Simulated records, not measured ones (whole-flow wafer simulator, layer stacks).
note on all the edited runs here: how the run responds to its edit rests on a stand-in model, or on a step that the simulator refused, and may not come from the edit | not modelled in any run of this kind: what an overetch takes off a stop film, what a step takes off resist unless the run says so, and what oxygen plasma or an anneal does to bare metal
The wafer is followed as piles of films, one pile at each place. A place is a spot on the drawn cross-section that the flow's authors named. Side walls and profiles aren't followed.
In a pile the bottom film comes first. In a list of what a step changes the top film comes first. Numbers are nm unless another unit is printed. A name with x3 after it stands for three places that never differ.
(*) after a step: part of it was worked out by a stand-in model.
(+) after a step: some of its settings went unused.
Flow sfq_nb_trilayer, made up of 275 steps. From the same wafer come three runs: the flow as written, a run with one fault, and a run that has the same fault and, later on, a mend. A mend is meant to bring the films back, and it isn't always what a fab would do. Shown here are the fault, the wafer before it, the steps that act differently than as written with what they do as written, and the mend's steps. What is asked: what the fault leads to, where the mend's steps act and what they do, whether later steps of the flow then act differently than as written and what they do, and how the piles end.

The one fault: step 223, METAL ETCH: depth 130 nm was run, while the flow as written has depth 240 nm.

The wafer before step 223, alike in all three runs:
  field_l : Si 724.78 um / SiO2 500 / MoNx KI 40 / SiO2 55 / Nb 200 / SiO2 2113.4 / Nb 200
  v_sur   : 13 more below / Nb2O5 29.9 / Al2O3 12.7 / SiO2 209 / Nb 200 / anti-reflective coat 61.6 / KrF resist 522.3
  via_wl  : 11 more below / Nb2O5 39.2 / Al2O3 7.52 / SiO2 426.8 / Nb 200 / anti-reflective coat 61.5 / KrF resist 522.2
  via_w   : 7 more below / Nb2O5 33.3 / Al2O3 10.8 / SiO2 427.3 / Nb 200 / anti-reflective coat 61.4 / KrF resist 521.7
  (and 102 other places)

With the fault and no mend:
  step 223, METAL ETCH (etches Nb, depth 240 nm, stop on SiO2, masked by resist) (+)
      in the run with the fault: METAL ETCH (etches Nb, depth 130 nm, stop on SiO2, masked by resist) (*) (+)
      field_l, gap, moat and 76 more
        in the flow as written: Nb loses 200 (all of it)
        in the run with the fault: Nb loses 130
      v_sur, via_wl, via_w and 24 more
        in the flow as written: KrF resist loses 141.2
        in the run with the fault: KrF resist loses 76.5
  Steps further on in the flow that do not act as written:
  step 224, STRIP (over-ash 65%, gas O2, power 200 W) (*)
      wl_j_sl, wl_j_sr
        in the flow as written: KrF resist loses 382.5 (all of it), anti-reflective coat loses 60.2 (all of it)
        in the run with the fault: KrF resist loses 447.2 (all of it), anti-reflective coat loses 60.2 (all of it)
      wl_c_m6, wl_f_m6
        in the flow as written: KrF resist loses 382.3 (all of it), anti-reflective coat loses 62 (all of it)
        in the run with the fault: KrF resist loses 447 (all of it), anti-reflective coat loses 62 (all of it)
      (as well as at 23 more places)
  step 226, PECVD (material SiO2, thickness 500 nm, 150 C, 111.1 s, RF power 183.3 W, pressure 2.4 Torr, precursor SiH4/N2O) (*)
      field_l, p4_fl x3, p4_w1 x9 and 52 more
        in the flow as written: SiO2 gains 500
        in the run with the fault: SiO2 gains 500 (new film)
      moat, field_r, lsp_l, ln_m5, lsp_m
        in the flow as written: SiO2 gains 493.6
        in the run with the fault: SiO2 gains 500 (new film)
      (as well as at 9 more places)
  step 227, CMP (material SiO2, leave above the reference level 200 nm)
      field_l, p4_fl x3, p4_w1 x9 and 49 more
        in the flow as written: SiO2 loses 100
        in the run with the fault: SiO2 loses 170
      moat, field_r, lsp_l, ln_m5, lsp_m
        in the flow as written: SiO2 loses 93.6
        in the run with the fault: SiO2 loses 170
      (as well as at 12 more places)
  At field_l, gap, moat and 76 more, the piles at the end differ from the flow's by more than 2% or 0.5 nm, whichever is larger.
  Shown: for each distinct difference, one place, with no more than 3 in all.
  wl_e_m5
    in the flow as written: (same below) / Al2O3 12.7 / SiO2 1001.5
    in the run with the fault: (same below) / Al2O3 12.7 / SiO2 209 / Nb 70 / SiO2 722.5
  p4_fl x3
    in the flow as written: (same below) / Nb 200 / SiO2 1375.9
    in the run with the fault: (same below) / Nb 200 / SiO2 583.4 / Nb 70 / SiO2 722.5
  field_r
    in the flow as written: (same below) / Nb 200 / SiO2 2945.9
    in the run with the fault: (same below) / Nb 200 / SiO2 2153.4 / Nb 70 / SiO2 722.5

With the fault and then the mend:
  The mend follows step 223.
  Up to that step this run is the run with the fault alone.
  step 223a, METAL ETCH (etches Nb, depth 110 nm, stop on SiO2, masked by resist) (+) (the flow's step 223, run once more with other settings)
      field_l, gap, moat and 76 more
        Nb loses 70 (all of it)
      v_sur, via_wl, via_w and 24 more
        KrF resist loses 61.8
  Every later step of the flow that is run acts as written, at every place that is followed, to within 2% or 0.5 nm, whichever is larger.
  At every place that both follow, the piles at the end match the flow's.
